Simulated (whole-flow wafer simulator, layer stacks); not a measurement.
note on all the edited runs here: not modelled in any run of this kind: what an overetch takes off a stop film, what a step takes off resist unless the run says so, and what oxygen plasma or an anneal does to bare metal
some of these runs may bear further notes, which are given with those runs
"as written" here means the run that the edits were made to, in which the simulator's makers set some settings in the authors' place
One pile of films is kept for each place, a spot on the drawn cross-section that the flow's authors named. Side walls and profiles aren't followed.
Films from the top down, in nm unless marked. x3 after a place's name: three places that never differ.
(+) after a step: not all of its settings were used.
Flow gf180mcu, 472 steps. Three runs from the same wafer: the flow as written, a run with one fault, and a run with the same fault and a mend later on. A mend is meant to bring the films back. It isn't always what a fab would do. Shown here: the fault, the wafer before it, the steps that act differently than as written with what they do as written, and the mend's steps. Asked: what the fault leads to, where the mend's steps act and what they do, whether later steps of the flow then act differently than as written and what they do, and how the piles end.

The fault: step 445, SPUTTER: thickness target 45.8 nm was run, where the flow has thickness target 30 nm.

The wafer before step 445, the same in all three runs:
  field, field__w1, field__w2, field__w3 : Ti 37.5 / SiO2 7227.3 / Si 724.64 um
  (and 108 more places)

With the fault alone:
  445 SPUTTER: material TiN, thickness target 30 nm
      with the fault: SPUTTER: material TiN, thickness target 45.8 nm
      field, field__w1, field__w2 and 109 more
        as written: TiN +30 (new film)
        with the fault: TiN +45.8 (new film)
  Later steps of the flow that act differently than as written (4 more steps differ only slightly, by at most 2% or 0.5 nm, whichever is larger, and aren't shown):
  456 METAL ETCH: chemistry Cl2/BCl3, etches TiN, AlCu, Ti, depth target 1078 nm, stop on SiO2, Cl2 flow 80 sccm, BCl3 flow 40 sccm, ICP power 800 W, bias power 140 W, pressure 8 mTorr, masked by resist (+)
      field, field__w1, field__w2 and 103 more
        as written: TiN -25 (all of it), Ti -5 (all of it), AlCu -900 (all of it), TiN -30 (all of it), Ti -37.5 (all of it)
        with the fault: TiN -25 (all of it), Ti -5 (all of it), AlCu -900 (all of it), TiN -45.8 (all of it), Ti -37.5 (all of it)
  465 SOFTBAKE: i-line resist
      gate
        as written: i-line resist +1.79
        with the fault: i-line resist -0.23
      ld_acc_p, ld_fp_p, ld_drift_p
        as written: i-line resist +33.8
        with the fault: i-line resist +27.6
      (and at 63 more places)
  At the end the piles differ from the flow's by more than 2% or 0.5 nm, whichever is larger, at field__w8, contact, m1, m1__w1, pad, m1_nw.
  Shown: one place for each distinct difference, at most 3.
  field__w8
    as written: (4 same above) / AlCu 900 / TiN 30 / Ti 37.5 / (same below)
    with the fault: (4 same above) / AlCu 900 / TiN 45.8 / Ti 37.5 / (same below)
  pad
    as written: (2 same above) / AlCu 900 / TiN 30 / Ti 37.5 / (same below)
    with the fault: (2 same above) / AlCu 900 / TiN 45.8 / Ti 37.5 / (same below)

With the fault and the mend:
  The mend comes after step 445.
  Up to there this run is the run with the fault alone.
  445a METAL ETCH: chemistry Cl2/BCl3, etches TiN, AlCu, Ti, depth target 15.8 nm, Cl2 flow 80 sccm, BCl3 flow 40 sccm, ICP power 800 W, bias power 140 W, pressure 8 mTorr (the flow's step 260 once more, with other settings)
      field, field__w1, field__w2 and 109 more
        TiN -15.8
  No later step of the flow acts differently than as written at any place that is followed.
  At the end the piles are the same as the flow's at every place that both follow.
